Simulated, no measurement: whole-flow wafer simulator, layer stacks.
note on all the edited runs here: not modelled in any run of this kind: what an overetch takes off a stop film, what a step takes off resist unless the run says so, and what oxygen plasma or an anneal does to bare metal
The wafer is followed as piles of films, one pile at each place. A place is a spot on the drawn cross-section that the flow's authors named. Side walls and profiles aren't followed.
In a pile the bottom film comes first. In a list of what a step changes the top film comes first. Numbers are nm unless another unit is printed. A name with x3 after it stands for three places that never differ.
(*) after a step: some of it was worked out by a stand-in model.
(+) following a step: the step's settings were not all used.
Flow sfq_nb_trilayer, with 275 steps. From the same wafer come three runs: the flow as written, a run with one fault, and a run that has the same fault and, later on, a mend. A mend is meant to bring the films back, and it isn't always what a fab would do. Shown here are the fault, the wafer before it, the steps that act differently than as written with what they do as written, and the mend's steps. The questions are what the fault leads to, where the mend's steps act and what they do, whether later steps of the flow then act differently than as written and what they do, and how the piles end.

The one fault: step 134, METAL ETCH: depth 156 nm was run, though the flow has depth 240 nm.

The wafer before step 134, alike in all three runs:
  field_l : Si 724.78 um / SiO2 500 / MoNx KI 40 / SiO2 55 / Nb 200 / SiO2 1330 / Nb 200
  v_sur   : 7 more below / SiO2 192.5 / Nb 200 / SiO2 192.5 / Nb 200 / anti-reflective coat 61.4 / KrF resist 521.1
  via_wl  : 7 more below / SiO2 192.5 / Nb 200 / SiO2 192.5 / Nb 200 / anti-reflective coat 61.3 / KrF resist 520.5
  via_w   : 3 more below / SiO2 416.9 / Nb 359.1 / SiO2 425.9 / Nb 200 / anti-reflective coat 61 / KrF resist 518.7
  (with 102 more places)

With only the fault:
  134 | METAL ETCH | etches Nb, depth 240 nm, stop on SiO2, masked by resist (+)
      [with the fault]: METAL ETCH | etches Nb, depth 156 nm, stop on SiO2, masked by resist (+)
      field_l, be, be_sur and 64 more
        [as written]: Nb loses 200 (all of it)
        [with the fault]: Nb loses 156
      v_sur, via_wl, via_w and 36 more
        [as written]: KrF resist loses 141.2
        [with the fault]: KrF resist loses 91.8
  Steps further on in the flow that do not act as written:
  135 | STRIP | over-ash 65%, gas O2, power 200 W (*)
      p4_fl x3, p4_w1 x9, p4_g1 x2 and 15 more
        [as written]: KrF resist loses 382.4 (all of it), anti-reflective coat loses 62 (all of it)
        [with the fault]: KrF resist loses 431.8 (all of it), anti-reflective coat loses 62 (all of it)
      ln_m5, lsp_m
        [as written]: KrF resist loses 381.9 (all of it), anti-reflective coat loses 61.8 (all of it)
        [with the fault]: KrF resist loses 431.3 (all of it), anti-reflective coat loses 61.8 (all of it)
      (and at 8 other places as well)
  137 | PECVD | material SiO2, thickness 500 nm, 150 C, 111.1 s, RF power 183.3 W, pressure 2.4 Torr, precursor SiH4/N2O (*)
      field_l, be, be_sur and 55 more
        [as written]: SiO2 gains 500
        [with the fault]: SiO2 gains 500 (new film)
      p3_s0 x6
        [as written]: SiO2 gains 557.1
        [with the fault]: SiO2 gains 513.1 (new film)
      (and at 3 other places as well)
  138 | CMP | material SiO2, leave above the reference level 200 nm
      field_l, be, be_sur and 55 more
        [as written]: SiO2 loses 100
        [with the fault]: SiO2 loses 144
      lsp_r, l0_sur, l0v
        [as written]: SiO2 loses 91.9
        [with the fault]: SiO2 loses 137.7
  At field_l, be, be_sur and 64 more, the piles at the end differ from the flow's by more than 2% or 0.5 nm, whichever is larger.
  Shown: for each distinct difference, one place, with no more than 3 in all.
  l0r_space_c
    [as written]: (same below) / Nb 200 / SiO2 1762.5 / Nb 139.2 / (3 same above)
    [with the fault]: (same below) / Nb 200 / SiO2 1370 / Nb 44 / SiO2 348.5 / Nb 139.2 / (3 same above)
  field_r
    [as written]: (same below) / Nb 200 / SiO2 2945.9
    [with the fault]: (same below) / Nb 200 / SiO2 1370 / Nb 44 / SiO2 1531.9
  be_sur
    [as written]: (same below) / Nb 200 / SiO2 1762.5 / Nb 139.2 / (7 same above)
    [with the fault]: (same below) / Nb 200 / SiO2 1370 / Nb 44 / SiO2 348.5 / Nb 139.2 / (7 same above)

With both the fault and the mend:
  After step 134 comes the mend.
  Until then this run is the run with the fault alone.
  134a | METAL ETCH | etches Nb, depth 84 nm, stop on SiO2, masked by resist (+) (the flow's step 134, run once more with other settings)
      field_l, be, be_sur and 64 more
        Nb loses 44 (all of it)
      v_sur, via_wl, via_w and 36 more
        KrF resist loses 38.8
  Steps further on in the flow that do not act as written:
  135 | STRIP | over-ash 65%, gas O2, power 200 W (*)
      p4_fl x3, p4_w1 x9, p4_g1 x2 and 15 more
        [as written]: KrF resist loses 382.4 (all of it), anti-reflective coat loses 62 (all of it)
        [with the mend]: KrF resist loses 393 (all of it), anti-reflective coat loses 62 (all of it)
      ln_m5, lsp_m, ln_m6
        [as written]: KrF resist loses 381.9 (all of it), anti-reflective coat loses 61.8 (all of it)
        [with the mend]: KrF resist loses 392.5 (all of it), anti-reflective coat loses 61.8 (all of it)
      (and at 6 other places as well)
  The piles end the same as the flow's at every place that both follow.
